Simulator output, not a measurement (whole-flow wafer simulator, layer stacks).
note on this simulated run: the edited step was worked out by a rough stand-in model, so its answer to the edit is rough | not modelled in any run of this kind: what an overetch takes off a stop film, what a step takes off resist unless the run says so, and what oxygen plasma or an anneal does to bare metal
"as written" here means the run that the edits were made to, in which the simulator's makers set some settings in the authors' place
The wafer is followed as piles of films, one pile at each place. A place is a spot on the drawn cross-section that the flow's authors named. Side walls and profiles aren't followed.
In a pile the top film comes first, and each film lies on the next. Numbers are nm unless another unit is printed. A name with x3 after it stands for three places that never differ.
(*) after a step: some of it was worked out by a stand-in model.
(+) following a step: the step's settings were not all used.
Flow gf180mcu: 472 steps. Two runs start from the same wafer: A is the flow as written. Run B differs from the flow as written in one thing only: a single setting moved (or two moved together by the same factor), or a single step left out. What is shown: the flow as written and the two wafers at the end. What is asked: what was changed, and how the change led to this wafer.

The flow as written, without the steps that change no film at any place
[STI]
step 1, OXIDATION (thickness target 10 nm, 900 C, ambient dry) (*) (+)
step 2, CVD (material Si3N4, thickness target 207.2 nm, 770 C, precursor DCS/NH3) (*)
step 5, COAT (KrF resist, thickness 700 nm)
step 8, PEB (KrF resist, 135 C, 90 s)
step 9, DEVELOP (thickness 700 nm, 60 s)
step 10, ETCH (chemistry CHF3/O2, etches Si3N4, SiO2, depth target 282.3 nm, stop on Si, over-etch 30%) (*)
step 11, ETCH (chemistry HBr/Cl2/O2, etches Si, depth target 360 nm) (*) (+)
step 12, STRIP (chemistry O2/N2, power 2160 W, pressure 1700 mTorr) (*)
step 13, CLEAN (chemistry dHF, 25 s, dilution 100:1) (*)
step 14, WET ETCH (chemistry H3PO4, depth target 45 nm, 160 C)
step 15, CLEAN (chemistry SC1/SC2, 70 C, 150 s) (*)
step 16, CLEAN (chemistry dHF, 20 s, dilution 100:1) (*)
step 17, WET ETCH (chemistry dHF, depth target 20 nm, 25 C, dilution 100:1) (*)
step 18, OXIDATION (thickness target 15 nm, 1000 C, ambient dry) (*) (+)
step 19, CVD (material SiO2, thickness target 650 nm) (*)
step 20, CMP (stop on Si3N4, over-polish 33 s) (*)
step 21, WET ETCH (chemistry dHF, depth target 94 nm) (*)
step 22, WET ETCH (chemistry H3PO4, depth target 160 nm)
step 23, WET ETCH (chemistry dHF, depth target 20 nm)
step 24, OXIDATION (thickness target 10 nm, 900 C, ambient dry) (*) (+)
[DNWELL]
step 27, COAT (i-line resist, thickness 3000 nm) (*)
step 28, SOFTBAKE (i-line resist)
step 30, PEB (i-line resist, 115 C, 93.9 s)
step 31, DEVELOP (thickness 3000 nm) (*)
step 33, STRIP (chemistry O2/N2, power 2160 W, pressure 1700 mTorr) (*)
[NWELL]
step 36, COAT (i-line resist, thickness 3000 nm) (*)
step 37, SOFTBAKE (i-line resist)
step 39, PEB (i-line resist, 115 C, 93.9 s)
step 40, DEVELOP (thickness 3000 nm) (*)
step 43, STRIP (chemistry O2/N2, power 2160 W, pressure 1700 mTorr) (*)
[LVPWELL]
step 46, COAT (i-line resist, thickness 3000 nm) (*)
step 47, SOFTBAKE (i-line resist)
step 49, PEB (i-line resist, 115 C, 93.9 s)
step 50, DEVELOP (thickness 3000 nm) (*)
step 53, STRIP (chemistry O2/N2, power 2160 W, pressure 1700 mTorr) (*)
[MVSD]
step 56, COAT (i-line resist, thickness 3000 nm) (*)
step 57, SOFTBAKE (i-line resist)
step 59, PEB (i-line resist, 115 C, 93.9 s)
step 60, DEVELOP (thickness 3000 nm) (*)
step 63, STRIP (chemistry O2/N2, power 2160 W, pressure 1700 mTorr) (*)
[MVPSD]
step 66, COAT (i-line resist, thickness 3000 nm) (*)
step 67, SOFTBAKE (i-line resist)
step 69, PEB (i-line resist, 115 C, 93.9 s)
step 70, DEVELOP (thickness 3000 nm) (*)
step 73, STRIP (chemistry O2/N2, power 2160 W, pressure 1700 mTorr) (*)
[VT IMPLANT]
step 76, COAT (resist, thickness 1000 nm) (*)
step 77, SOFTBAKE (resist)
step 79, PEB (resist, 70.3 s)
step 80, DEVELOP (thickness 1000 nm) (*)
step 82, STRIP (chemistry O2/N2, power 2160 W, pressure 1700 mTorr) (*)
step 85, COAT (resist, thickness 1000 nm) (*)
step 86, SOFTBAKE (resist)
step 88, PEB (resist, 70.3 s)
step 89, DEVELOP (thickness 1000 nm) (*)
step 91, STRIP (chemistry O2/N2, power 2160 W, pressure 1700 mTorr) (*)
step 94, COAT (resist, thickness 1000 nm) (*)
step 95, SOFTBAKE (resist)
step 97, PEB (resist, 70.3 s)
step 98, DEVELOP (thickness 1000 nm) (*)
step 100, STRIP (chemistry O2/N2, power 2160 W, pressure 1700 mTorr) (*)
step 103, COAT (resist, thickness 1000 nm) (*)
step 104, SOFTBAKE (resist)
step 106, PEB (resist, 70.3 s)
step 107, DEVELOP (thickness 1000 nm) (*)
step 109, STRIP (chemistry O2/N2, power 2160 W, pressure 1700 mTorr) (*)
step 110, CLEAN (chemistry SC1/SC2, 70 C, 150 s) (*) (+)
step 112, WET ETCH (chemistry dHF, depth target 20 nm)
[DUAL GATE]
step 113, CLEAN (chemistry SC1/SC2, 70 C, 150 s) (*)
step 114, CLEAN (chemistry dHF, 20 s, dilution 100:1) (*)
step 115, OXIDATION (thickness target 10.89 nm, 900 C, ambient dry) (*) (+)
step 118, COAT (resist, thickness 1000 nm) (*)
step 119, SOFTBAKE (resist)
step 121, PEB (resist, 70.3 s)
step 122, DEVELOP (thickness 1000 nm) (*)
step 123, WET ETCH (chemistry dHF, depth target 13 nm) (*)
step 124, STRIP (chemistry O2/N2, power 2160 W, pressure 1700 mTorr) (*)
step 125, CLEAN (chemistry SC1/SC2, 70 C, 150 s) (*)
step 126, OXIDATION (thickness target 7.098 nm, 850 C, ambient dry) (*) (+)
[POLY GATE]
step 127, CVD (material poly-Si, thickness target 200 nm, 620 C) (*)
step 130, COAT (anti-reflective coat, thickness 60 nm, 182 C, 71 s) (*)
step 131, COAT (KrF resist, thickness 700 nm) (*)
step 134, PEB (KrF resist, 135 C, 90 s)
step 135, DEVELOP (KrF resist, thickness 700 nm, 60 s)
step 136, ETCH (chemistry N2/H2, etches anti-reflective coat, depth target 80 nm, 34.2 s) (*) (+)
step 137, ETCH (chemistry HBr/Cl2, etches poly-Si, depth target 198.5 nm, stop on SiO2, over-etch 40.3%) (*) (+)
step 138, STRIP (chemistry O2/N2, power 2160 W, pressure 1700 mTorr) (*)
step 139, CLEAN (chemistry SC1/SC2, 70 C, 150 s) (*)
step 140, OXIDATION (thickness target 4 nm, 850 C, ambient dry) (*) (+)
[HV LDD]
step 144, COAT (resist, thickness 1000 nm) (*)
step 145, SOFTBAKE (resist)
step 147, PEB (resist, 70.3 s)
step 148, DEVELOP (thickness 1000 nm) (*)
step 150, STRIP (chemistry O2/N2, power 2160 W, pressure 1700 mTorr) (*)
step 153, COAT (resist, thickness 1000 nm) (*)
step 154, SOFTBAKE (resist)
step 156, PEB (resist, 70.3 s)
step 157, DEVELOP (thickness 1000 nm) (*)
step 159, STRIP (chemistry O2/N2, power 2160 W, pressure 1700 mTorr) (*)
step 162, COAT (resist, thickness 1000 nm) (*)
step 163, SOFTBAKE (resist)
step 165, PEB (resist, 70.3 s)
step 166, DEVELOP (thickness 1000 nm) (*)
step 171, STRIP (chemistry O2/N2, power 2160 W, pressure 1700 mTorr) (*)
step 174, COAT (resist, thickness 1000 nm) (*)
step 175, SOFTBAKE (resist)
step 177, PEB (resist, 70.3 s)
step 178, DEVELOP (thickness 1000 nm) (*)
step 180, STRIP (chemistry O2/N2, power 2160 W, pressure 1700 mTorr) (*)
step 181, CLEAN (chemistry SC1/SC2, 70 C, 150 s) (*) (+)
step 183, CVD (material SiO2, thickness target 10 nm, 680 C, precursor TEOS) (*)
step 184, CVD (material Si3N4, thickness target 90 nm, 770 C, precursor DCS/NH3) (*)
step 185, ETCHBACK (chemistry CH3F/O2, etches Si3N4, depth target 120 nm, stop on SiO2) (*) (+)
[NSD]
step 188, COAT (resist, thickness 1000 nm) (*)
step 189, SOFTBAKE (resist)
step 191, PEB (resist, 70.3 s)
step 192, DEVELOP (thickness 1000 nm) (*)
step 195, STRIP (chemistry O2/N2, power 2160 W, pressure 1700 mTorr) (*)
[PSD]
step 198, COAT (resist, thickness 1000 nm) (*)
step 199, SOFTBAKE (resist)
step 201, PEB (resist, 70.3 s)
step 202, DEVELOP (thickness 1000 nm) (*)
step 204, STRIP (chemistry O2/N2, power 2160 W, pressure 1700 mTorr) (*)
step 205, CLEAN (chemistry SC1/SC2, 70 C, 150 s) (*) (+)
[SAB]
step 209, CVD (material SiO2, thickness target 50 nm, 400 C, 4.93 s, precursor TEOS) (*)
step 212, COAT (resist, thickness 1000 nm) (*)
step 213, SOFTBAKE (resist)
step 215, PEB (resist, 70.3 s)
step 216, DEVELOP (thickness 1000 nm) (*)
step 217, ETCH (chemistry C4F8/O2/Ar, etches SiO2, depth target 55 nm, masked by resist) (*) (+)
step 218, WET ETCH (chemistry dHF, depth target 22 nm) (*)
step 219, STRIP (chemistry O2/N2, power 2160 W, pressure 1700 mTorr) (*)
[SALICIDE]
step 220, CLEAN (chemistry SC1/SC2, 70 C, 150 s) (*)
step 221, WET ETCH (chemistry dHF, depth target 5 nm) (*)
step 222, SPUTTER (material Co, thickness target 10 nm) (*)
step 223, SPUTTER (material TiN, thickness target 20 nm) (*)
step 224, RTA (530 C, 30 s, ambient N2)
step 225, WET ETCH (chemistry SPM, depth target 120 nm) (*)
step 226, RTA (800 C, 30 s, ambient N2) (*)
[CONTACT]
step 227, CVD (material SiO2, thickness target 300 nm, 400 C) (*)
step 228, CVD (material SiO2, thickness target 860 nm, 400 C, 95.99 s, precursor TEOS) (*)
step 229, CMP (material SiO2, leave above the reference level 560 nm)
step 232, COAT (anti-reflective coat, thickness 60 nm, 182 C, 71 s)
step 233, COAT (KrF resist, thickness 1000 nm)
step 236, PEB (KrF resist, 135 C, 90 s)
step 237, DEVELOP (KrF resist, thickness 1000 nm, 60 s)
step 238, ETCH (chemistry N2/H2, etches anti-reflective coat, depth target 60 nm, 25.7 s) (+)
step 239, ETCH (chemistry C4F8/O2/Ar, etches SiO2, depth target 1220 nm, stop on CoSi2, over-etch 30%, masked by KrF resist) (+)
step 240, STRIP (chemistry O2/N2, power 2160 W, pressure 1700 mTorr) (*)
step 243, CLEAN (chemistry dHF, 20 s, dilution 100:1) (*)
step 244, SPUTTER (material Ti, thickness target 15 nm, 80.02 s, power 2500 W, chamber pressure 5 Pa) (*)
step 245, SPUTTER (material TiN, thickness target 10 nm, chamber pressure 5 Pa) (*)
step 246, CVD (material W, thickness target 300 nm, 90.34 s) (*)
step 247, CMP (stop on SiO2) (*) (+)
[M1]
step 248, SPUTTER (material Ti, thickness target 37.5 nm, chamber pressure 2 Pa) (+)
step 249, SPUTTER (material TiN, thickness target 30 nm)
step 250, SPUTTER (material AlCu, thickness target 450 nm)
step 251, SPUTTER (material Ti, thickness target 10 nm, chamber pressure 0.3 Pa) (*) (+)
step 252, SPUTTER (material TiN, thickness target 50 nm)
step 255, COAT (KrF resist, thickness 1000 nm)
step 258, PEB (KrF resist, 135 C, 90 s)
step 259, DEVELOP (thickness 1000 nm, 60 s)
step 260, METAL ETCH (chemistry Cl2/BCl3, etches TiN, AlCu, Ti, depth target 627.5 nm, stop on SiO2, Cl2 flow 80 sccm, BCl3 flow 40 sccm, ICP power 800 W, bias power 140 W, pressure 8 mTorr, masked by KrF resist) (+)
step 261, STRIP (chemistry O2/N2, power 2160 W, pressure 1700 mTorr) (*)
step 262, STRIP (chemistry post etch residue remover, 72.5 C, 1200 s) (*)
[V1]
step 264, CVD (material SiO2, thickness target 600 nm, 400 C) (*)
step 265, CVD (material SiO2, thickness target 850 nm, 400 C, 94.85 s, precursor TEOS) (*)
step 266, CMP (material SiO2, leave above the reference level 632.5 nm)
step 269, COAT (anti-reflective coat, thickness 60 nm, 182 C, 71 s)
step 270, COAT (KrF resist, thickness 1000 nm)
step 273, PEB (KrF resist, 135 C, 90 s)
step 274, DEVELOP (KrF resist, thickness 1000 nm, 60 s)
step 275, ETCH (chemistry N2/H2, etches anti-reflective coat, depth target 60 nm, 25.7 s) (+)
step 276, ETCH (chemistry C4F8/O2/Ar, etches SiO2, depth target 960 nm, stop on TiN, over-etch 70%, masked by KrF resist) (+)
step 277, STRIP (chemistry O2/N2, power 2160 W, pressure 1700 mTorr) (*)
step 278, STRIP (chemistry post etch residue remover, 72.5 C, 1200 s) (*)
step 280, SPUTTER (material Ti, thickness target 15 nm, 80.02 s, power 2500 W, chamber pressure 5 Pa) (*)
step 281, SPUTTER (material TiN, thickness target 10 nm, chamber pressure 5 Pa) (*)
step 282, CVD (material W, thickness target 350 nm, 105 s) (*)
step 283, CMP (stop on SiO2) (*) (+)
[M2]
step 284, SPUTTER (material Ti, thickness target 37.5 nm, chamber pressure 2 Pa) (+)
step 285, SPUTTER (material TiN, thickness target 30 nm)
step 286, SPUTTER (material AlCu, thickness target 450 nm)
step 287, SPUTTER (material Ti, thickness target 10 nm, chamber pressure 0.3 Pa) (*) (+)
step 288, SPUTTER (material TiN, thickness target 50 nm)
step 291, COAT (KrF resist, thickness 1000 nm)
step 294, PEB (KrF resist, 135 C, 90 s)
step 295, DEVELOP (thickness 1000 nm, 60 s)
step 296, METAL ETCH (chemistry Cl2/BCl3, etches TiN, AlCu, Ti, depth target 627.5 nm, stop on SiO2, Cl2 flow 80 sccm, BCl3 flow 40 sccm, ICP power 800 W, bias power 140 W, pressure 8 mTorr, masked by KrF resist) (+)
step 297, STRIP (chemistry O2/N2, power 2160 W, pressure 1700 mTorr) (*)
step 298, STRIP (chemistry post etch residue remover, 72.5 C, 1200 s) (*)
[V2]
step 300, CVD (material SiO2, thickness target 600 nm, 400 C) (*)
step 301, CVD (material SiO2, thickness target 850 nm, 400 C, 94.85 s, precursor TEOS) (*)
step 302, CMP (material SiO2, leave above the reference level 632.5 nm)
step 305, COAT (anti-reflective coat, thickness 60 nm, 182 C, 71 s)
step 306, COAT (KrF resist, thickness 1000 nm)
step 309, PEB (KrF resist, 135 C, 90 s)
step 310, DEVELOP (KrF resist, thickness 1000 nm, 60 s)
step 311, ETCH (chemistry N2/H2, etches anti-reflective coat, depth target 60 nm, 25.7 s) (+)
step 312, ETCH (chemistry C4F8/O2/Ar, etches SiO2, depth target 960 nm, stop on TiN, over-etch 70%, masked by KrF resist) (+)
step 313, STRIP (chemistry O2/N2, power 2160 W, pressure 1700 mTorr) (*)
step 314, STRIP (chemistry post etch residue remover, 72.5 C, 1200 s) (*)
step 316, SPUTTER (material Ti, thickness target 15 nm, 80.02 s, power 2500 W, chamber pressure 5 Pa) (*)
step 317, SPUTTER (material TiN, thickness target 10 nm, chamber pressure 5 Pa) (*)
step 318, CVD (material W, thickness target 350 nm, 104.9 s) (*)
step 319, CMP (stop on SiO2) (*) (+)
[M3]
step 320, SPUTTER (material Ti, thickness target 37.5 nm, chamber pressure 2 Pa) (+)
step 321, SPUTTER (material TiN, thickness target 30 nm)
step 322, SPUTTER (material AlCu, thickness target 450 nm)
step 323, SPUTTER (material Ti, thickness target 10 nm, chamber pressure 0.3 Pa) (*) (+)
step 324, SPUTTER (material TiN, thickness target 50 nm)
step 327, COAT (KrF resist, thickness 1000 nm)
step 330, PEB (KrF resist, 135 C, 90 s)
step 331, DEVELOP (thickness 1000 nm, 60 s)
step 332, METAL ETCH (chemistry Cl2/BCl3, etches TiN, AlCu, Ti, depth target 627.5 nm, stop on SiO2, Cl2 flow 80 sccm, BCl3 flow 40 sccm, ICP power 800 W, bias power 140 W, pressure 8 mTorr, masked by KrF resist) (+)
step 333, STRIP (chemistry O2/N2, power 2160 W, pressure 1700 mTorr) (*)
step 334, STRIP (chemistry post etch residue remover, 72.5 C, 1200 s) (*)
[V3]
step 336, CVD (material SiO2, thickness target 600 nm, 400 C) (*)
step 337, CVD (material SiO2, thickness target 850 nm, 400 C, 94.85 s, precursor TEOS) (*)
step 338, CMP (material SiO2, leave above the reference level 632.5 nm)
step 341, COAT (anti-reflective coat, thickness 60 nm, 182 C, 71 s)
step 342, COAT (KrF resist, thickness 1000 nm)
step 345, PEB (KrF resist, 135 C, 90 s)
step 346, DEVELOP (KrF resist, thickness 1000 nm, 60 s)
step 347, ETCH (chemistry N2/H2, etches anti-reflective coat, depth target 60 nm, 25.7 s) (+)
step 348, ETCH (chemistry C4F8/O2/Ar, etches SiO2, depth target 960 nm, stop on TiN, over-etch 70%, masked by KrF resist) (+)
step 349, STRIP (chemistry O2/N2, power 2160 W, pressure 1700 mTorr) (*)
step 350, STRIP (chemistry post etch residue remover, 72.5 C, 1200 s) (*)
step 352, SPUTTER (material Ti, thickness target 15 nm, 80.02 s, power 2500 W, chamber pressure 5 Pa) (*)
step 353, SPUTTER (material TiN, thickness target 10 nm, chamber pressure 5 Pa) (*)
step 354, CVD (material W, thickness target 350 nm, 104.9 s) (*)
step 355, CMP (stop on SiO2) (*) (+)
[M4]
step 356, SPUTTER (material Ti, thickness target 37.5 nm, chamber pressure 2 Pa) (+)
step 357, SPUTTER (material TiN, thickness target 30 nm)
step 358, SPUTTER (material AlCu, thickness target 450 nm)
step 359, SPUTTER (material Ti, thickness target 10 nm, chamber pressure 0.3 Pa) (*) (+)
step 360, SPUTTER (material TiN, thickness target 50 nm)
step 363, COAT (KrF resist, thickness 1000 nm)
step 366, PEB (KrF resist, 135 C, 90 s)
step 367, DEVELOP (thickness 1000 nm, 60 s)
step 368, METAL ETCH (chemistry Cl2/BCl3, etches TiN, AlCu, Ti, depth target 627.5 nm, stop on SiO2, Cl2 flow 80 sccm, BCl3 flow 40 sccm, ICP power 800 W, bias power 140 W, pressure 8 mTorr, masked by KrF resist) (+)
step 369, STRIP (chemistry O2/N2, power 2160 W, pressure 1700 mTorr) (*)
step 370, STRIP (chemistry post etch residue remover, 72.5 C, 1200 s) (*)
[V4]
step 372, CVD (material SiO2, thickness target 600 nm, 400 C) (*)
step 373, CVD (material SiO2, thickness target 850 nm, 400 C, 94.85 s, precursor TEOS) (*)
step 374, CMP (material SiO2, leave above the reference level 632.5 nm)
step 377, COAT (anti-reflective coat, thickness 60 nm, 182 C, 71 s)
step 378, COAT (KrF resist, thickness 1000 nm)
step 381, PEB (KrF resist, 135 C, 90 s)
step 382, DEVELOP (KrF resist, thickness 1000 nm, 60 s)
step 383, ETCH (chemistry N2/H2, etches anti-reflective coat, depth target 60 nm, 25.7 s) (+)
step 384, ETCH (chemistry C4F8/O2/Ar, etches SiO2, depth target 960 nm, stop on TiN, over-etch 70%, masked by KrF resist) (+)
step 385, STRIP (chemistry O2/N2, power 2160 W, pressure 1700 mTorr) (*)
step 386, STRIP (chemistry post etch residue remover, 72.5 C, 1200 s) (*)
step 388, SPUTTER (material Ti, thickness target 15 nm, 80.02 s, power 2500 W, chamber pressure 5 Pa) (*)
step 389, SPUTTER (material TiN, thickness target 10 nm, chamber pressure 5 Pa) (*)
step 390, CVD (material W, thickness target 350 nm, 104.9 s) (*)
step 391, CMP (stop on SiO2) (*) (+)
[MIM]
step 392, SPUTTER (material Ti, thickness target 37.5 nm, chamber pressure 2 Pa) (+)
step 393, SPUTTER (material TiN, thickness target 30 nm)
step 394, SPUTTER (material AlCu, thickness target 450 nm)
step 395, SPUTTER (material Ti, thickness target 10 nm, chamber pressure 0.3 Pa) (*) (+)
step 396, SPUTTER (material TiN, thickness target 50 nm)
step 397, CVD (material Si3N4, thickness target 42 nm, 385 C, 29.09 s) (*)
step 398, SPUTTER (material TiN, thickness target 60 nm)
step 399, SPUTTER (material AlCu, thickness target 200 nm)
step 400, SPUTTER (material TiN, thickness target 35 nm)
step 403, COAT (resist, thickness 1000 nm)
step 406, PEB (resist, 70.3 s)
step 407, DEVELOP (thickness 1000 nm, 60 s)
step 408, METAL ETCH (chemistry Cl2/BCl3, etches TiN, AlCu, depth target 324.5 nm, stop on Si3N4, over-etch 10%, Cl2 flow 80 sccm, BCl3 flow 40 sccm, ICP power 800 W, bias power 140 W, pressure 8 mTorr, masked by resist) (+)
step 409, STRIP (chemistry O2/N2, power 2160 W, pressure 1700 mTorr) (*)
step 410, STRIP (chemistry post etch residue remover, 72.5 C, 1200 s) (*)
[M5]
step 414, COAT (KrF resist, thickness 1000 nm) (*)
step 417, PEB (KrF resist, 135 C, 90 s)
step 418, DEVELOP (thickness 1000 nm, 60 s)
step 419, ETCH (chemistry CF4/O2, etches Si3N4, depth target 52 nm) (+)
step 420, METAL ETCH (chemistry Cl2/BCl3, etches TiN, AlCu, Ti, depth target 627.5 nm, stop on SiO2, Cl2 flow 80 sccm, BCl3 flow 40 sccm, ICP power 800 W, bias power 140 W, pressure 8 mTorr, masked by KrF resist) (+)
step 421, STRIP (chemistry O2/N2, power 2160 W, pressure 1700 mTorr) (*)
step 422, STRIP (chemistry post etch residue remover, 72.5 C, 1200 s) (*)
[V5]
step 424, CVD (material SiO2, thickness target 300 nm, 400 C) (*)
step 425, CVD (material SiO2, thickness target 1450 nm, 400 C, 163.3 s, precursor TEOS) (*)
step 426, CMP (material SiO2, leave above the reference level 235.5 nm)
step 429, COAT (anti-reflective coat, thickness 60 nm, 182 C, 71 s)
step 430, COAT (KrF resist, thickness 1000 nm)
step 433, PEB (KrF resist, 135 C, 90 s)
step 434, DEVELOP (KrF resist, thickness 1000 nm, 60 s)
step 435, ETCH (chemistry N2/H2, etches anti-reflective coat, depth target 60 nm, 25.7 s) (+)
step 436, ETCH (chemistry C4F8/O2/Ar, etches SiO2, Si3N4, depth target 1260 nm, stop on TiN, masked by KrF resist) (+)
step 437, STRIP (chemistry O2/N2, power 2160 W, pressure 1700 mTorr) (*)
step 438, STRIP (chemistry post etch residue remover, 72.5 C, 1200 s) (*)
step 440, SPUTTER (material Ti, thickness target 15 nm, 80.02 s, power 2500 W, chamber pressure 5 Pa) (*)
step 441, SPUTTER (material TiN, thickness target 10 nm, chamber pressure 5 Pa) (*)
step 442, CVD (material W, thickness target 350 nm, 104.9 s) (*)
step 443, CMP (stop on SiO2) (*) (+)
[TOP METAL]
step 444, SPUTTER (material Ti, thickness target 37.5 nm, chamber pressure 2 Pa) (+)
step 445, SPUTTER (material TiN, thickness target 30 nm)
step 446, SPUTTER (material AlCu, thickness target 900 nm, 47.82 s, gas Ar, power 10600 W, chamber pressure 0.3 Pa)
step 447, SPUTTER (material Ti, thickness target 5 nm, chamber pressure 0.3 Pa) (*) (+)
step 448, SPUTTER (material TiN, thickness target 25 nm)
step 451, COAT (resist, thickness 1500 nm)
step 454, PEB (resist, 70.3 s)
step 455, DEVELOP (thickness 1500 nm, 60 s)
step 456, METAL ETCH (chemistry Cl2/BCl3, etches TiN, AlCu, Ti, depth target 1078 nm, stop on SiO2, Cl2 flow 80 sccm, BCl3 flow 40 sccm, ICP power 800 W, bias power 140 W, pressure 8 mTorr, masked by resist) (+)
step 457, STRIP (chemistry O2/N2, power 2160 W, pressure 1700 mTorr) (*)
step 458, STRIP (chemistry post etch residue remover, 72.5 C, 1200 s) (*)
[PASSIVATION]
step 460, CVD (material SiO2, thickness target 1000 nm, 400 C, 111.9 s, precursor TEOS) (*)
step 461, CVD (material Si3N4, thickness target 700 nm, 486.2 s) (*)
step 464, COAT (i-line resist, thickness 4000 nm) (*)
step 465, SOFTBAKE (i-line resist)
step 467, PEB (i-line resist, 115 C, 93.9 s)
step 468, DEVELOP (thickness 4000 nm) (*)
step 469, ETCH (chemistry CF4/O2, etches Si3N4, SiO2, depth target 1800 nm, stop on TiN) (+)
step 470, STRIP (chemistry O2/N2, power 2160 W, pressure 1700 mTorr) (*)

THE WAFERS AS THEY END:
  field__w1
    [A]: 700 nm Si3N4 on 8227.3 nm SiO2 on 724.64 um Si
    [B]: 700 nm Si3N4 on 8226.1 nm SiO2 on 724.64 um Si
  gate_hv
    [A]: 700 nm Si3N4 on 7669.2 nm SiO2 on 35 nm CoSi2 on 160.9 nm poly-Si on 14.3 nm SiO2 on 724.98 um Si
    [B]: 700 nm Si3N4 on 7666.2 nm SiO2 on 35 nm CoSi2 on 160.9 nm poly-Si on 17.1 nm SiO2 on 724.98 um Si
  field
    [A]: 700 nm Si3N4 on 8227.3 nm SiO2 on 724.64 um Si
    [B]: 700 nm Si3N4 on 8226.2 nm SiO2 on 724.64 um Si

Cause: step 126, OXIDATION: thickness target 10.36 nm was run, while the flow as written has thickness target 7.098 nm.

Step by step, how the change led to this:
  step 126, OXIDATION (thickness target 7.098 nm, 850 C, ambient dry) (*) (+)
      gate_hv, active_hv, active_nat and 25 more: A SiO2 gains 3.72, Si loses 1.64 | B SiO2 gains 6.52, Si loses 2.87
      active, n_well, p_well and 12 more: A SiO2 gains 7.1 (new film), chemical SiO2 loses 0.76 (all of it), Si loses 2.79 | B SiO2 gains 10.4 (new film), chemical SiO2 loses 0.76 (all of it), Si loses 4.23
  step 189, SOFTBAKE (resist)
      active_hv: A resist gains 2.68 | B resist loses 0.53
      nw_enc_fld_lv__w3: A resist gains 2.11 | B resist loses 1.6
      (also at 1 further place)
  step 199, SOFTBAKE (resist)
      active_hv: A resist gains 2.68 | B resist loses 0.53
      nw_enc_fld_lv__w3: A resist gains 2.11 | B resist loses 1.6
      (also at 1 further place)
  step 218, WET ETCH (chemistry dHF, depth target 22 nm) (*)
      active, p_well, sd_n, iso_ptap_pw, iso_ntap_nw, iso_ptap_sub, vpnp_e: A SiO2 loses 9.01 (all of it) | B SiO2 loses 12.1 (all of it)
      ldn_tap, ldn_src, ldn_drn, ldp_tap, ldp_src, ldp_drn, ldp_gr: A SiO2 loses 16 (all of it) | B SiO2 loses 18.7 (all of it)
      (also at 9 further places)
